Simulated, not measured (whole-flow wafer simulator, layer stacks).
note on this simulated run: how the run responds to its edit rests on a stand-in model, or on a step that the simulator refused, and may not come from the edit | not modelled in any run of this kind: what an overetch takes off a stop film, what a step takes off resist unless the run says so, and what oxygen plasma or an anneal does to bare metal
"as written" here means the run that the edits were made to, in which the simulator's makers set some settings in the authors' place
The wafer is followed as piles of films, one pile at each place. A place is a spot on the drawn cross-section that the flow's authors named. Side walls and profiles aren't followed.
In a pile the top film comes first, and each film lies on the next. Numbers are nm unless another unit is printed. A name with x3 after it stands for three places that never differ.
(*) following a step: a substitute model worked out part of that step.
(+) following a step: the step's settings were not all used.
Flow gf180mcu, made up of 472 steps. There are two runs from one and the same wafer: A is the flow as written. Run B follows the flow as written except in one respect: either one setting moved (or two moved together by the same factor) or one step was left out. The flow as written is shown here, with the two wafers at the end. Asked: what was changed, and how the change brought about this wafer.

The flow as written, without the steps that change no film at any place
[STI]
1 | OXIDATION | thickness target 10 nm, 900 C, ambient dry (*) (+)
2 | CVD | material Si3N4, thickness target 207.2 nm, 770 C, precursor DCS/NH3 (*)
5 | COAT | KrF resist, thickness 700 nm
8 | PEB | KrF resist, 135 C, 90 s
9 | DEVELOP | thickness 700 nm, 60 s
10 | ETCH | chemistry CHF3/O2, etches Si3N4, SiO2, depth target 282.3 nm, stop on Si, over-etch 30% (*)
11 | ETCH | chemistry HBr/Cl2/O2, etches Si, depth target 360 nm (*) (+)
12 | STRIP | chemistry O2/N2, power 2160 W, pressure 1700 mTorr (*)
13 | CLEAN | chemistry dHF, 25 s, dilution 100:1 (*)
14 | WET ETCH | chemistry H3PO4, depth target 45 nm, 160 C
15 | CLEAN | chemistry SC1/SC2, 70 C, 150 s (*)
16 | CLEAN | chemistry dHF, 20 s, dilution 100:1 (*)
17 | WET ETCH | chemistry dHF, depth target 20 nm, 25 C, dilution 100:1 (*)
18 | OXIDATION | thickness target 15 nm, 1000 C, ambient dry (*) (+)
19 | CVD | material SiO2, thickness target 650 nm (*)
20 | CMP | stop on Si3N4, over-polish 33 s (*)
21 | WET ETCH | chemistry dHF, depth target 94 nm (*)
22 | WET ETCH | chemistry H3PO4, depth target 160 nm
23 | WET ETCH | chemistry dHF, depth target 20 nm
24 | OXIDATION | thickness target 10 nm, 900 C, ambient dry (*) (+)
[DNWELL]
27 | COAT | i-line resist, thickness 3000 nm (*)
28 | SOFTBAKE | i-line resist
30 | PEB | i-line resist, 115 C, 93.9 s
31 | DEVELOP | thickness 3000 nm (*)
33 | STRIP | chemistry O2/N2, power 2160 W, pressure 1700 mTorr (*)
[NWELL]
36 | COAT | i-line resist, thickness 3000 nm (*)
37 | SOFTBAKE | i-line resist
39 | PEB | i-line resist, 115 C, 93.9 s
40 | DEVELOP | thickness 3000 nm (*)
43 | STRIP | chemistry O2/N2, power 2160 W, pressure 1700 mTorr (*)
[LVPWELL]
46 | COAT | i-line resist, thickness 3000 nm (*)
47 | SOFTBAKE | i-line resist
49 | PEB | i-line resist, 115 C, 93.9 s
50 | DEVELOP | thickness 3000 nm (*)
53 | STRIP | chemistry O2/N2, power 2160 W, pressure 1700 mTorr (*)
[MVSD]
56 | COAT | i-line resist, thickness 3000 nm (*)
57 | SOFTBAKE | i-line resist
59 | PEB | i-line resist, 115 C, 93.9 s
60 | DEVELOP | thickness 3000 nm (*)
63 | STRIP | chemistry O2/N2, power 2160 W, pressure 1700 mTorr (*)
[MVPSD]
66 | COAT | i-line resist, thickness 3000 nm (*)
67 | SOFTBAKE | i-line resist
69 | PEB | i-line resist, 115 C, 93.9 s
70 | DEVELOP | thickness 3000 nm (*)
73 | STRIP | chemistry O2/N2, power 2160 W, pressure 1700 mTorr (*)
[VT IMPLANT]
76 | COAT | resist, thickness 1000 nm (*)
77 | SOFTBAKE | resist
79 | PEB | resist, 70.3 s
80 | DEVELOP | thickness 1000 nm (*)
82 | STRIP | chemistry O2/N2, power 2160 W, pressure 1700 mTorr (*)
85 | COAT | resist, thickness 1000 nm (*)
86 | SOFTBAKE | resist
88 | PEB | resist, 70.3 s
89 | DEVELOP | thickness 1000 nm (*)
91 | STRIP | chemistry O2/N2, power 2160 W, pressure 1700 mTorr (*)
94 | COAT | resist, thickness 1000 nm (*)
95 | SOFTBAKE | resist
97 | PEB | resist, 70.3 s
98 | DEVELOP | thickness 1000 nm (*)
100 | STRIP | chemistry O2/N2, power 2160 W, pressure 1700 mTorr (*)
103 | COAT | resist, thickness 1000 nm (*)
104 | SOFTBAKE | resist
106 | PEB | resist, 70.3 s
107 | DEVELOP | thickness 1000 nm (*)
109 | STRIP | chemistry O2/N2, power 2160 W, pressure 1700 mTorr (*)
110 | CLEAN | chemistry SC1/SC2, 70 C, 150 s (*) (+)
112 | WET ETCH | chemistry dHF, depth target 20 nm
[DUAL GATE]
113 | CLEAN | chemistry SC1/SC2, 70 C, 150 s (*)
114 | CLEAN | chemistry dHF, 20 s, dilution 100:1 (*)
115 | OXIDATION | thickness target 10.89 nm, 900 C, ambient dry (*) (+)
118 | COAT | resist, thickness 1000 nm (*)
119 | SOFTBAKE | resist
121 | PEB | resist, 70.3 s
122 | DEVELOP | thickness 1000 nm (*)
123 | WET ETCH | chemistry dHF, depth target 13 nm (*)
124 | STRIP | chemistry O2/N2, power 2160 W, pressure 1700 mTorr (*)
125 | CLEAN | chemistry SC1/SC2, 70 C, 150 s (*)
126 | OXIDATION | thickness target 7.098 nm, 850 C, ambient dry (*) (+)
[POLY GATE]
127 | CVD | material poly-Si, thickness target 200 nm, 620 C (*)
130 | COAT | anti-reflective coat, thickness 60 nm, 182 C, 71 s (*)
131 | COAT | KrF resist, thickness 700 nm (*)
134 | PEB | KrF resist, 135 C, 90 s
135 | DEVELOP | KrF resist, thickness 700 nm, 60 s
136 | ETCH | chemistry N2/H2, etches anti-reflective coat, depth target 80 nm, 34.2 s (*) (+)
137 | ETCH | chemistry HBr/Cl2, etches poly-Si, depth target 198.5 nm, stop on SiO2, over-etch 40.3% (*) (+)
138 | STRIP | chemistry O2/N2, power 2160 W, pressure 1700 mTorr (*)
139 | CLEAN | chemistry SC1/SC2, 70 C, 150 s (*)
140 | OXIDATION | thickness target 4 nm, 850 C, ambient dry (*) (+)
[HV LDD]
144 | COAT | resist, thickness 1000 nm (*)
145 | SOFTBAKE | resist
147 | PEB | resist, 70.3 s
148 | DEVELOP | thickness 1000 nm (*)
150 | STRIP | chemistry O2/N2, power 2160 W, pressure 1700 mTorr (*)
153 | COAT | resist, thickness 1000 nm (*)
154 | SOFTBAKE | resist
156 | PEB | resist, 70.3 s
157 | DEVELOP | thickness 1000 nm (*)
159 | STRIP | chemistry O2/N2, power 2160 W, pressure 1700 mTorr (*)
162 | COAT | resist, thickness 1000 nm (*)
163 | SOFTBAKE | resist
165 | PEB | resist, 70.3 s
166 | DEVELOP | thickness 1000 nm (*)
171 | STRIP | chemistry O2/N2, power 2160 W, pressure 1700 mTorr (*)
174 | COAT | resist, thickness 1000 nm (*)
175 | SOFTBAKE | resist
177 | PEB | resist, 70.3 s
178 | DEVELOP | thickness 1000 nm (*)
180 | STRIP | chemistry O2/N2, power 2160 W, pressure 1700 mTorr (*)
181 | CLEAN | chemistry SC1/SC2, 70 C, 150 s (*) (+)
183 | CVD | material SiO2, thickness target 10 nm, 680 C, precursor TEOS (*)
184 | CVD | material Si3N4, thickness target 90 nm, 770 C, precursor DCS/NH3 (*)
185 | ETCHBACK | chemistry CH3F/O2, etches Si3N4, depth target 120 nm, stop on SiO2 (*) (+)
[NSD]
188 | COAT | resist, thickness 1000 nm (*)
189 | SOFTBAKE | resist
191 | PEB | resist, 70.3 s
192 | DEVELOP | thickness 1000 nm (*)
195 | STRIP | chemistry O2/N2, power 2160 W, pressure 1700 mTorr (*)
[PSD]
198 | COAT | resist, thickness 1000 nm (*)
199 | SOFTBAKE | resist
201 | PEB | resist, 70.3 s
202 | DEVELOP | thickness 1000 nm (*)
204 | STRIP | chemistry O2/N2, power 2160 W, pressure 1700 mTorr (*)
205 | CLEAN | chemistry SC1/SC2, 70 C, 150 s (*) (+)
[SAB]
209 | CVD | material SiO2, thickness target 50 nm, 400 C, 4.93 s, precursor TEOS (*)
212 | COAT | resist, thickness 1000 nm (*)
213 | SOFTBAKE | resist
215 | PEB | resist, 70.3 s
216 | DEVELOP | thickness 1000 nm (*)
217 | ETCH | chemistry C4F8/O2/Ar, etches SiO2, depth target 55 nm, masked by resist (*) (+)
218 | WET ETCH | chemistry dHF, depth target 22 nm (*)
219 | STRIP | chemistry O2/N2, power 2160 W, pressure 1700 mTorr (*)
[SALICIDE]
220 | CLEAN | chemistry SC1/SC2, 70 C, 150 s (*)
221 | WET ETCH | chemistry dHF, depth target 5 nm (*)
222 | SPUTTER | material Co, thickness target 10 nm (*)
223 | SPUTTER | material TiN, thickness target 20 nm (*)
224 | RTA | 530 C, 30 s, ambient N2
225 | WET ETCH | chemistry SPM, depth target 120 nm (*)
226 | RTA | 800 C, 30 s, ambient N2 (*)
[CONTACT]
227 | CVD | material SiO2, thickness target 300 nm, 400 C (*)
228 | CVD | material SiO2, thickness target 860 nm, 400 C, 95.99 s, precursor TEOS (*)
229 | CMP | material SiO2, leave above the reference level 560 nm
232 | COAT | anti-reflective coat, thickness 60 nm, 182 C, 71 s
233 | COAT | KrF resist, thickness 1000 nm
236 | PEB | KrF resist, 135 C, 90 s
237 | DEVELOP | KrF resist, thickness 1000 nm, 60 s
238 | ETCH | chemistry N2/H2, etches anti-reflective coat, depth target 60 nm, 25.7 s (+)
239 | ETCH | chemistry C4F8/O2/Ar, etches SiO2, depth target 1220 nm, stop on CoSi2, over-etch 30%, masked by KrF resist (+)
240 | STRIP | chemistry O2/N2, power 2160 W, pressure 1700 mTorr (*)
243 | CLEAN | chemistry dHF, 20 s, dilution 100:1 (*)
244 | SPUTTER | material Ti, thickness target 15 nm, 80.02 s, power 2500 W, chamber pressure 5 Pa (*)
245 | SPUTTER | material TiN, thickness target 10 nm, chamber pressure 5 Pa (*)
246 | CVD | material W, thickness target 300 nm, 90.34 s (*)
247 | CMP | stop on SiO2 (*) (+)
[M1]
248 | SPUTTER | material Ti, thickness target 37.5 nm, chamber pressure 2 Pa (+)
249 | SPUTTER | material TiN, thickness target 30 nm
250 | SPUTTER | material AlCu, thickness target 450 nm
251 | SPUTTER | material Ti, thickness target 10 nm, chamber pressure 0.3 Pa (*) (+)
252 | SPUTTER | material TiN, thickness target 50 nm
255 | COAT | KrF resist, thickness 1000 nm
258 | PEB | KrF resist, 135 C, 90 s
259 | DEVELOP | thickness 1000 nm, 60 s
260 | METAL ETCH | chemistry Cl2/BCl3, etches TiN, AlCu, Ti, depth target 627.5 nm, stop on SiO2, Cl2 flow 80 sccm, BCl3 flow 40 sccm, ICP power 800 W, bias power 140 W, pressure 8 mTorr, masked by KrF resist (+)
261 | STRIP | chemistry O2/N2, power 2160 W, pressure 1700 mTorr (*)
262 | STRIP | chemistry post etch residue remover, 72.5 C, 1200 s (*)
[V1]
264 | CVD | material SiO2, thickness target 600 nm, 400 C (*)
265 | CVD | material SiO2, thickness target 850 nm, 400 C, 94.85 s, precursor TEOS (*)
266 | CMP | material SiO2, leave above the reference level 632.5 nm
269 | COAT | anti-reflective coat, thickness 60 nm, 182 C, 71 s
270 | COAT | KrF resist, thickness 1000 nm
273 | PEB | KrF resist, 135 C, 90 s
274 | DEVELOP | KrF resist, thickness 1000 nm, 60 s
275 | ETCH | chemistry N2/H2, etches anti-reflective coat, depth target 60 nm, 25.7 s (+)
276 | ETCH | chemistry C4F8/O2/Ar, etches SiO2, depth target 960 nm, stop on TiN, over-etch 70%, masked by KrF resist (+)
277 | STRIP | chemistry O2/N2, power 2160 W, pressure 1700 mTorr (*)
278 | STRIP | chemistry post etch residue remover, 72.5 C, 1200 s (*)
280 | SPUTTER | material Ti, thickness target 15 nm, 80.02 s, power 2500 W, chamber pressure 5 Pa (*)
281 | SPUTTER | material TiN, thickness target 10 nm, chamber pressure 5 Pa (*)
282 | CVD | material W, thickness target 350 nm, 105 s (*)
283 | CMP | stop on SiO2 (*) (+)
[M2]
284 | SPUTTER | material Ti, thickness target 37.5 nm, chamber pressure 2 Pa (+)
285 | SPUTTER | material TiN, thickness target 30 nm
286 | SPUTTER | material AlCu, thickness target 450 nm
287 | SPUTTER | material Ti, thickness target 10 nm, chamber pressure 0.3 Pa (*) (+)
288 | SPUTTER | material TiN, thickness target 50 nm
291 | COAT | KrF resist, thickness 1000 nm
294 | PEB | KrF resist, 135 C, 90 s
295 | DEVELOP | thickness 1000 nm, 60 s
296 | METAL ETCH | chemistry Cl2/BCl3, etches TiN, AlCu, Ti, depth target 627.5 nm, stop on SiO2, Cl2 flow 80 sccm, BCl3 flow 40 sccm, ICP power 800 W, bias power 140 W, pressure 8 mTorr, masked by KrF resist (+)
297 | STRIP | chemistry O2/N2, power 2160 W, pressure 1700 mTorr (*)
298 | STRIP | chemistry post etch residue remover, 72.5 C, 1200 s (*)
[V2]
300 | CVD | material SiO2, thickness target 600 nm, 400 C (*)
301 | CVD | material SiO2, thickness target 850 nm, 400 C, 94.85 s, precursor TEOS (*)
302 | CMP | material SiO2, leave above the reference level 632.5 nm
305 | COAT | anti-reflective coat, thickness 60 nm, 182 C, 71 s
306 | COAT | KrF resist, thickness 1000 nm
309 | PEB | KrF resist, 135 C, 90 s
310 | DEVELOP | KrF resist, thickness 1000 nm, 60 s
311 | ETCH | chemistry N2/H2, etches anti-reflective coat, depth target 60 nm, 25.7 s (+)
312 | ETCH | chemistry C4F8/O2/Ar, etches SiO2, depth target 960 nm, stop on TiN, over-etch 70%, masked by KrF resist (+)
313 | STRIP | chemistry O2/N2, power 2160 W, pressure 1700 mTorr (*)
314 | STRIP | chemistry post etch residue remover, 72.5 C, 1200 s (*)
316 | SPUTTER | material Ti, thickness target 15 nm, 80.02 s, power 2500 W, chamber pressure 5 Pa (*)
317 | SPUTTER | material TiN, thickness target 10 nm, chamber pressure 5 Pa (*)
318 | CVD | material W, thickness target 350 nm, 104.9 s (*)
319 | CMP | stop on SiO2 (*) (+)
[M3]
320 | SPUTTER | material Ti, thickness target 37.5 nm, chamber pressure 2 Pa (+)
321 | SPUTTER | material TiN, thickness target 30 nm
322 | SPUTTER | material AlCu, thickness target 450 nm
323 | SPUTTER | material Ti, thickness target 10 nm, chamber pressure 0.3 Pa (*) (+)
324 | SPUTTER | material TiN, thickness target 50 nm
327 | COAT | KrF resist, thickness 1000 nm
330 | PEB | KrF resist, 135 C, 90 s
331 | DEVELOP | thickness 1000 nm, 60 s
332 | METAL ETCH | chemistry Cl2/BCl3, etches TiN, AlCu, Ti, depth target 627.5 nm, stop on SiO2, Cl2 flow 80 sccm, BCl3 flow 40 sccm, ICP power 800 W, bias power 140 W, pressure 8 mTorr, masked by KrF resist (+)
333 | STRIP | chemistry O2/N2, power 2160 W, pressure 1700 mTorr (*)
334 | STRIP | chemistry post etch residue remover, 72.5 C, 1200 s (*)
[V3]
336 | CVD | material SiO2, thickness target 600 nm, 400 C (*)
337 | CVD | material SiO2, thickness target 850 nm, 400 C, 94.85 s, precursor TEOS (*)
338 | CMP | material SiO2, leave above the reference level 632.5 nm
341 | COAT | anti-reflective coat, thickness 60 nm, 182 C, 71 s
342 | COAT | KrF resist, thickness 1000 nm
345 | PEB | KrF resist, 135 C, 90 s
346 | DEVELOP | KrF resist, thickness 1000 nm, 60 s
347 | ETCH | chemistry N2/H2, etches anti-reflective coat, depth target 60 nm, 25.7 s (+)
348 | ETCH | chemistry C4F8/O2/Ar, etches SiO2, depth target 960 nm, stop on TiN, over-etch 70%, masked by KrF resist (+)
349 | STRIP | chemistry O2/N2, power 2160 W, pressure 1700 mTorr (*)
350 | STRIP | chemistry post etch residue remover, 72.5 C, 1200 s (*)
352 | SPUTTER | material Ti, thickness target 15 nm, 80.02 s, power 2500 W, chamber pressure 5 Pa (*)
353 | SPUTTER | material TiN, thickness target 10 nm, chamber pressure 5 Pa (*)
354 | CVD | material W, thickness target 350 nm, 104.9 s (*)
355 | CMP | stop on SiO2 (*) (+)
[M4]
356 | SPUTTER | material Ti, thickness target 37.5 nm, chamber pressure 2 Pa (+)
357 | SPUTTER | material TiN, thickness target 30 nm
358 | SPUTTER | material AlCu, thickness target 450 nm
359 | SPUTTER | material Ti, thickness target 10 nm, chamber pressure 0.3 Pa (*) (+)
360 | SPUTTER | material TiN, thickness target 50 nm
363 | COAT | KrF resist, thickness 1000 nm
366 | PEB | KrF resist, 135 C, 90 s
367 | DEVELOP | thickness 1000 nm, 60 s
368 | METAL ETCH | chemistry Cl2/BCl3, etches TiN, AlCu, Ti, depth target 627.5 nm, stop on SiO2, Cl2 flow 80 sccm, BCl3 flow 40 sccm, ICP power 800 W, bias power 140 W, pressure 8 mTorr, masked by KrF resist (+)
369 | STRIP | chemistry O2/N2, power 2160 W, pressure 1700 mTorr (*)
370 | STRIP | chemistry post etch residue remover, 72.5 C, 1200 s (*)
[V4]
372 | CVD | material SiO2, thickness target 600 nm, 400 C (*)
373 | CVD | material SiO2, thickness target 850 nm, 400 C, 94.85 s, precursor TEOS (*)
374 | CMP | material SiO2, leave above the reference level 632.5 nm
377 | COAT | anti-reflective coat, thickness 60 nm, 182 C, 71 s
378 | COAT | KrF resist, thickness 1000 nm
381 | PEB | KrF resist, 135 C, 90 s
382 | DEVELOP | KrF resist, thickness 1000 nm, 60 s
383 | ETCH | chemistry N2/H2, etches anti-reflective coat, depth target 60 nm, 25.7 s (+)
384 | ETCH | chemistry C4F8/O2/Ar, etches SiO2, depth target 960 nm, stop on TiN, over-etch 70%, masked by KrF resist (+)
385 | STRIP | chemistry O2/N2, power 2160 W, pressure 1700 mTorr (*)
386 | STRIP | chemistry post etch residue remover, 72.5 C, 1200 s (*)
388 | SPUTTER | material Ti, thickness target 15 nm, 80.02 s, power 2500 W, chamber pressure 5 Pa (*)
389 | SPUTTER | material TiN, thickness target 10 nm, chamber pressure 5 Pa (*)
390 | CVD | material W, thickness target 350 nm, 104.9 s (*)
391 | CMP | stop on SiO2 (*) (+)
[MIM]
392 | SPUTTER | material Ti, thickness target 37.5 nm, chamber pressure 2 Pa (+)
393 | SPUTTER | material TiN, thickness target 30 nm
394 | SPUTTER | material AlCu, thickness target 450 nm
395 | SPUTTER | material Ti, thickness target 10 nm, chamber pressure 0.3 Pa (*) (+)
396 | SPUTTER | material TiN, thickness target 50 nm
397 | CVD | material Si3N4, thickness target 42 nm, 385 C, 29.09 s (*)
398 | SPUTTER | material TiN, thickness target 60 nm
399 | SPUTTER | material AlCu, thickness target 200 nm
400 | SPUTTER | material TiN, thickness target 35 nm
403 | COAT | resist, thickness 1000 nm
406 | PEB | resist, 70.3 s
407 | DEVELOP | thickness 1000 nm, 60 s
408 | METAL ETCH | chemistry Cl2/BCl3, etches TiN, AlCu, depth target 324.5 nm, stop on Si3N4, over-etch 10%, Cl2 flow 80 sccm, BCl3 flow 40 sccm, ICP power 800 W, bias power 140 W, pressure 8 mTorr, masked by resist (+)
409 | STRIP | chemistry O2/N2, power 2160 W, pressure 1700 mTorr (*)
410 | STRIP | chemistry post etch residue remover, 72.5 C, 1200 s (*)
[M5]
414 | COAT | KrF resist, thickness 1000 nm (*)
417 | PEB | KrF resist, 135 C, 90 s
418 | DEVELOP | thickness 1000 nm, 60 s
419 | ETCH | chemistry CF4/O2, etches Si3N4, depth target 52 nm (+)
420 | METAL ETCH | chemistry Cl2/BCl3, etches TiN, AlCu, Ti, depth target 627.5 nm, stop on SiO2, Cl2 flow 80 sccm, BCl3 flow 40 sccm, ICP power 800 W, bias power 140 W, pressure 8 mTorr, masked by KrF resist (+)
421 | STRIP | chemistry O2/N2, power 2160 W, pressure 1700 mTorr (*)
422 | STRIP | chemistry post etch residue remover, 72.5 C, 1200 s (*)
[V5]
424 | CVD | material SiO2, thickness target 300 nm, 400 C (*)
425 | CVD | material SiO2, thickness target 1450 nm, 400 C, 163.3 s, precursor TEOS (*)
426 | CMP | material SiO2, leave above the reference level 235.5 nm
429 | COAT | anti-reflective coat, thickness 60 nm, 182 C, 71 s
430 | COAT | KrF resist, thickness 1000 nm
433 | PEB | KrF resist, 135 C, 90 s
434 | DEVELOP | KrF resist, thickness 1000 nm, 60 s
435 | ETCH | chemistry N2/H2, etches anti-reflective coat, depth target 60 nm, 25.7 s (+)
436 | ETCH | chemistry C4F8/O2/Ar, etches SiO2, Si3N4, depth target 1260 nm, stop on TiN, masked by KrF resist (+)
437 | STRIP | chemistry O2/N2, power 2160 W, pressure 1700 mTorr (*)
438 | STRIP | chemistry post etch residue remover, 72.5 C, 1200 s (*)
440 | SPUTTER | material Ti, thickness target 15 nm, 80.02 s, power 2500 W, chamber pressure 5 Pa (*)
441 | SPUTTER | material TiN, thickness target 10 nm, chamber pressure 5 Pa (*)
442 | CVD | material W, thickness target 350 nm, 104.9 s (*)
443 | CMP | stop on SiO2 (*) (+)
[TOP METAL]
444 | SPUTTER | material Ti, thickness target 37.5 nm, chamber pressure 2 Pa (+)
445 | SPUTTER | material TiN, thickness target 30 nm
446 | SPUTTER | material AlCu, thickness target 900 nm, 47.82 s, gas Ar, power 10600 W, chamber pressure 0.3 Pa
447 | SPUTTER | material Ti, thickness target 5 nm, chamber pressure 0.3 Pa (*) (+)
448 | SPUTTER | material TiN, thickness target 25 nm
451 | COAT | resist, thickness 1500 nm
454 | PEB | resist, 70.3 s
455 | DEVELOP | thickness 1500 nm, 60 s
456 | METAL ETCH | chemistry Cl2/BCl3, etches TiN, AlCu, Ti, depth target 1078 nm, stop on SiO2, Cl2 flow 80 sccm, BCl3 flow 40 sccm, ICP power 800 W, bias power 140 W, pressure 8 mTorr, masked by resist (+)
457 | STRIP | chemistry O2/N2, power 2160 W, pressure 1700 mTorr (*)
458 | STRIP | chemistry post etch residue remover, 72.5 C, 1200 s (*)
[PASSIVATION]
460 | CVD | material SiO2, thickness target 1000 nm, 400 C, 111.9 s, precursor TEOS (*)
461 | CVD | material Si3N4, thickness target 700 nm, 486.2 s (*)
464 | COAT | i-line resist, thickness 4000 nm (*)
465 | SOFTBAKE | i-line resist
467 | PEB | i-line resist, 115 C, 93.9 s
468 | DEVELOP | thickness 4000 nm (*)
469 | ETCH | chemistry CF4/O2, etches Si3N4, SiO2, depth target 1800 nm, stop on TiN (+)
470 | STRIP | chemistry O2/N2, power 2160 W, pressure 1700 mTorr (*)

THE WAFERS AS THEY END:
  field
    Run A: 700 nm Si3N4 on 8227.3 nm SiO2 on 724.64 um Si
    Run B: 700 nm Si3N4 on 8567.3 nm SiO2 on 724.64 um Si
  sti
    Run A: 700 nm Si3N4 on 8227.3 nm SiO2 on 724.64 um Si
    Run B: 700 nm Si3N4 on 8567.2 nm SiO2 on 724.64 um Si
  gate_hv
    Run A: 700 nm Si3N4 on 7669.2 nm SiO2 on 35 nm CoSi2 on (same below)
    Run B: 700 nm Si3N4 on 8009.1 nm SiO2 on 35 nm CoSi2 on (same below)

The reason: step 338, CMP: leave above the reference level 974.1 nm was run, whereas the flow has leave above the reference level 632.5 nm.

Step by step, how the change led to this:
  338 | CMP | material SiO2, leave above the reference level 632.5 nm
      field, field__w1, field__w2 and 103 more: A SiO2 loses 300 | B nothing
      field__w8, contact, m1, m1__w1, m1_nw: A SiO2 loses 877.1 | B SiO2 loses 535.5
  341 | COAT | anti-reflective coat, thickness 60 nm, 182 C, 71 s
      field: A anti-reflective coat gains 60 (new film) | B anti-reflective coat gains 76.6 (new film)
      field__w8: A anti-reflective coat gains 60 (new film) | B anti-reflective coat gains 36.6 (new film)
      (and at 11 other places as well)
  347 | ETCH | chemistry N2/H2, etches anti-reflective coat, depth target 60 nm, 25.7 s (+)
      contact: A anti-reflective coat loses 60 (all of it), SiO2 loses 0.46 | B anti-reflective coat loses 38.1 (all of it), SiO2 loses 1.02
  348 | ETCH | chemistry C4F8/O2/Ar, etches SiO2, depth target 960 nm, stop on TiN, over-etch 70%, masked by KrF resist (+)
      contact: A SiO2 loses 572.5 (all of it) | B SiO2 loses 913.5 (all of it)
  349 | STRIP | chemistry O2/N2, power 2160 W, pressure 1700 mTorr (*)
      field: A KrF resist loses 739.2 (all of it), anti-reflective coat loses 60 (all of it) | B KrF resist loses 731 (all of it), anti-reflective coat loses 76.6 (all of it)
      field__w8: A KrF resist loses 739.2 (all of it), anti-reflective coat loses 60 (all of it) | B KrF resist loses 735.1 (all of it), anti-reflective coat loses 36.6 (all of it)
      (and at 10 other places as well)
  352 | SPUTTER | material Ti, thickness target 15 nm, 80.02 s, power 2500 W, chamber pressure 5 Pa (*)
      contact: A Ti gains 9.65 (new film) | B Ti gains 8.11 (new film)
  353 | SPUTTER | material TiN, thickness target 10 nm, chamber pressure 5 Pa (*)
      contact: A TiN gains 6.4 (new film) | B TiN gains 5.38 (new film)
  354 | CVD | material W, thickness target 350 nm, 104.9 s (*)
      contact: A W gains 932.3 (new film) | B W gains 1234.8 (new film)
  355 | CMP | stop on SiO2 (*) (+)
      m1, m1__w1, m1_nw: A W loses 350 (all of it), TiN loses 10 (all of it), Ti loses 15 (all of it), SiO2 loses 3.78 | B W loses 350 (all of it), TiN loses 10 (all of it), Ti loses 15 (all of it), SiO2 loses 5.4
      field__w8: A W loses 350 (all of it), TiN loses 10 (all of it), Ti loses 15 (all of it), SiO2 loses 3.78 | B W loses 350 (all of it), TiN loses 10 (all of it), Ti loses 15 (all of it), SiO2 loses 5.41
  363 | COAT | KrF resist, thickness 1000 nm
      field__w8: A KrF resist gains 1000 (new film) | B KrF resist gains 967.1 (new film)
      m1: A KrF resist gains 1000 (new film) | B KrF resist gains 966.6 (new film)
      (and at 2 other places as well)
  369 | STRIP | chemistry O2/N2, power 2160 W, pressure 1700 mTorr (*)
      field__w8: A KrF resist loses 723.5 (all of it) | B KrF resist loses 691 (all of it)
      m1: A KrF resist loses 723.5 (all of it) | B KrF resist loses 690.4 (all of it)
      (and at 2 other places as well)
  374 | CMP | material SiO2, leave above the reference level 632.5 nm
      field, field__w1, field__w2 and 103 more: A SiO2 loses 300 | B SiO2 loses 260
      contact: A SiO2 loses 877.1 | B SiO2 loses 837.1
  384 | ETCH | chemistry C4F8/O2/Ar, etches SiO2, depth target 960 nm, stop on TiN, over-etch 70%, masked by KrF resist (+)
      contact: A SiO2 loses 572.5 (all of it) | B SiO2 loses 612.5 (all of it)
  390 | CVD | material W, thickness target 350 nm, 104.9 s (*)
      contact: A W gains 932.3 (new film) | B W gains 972.4 (new film)
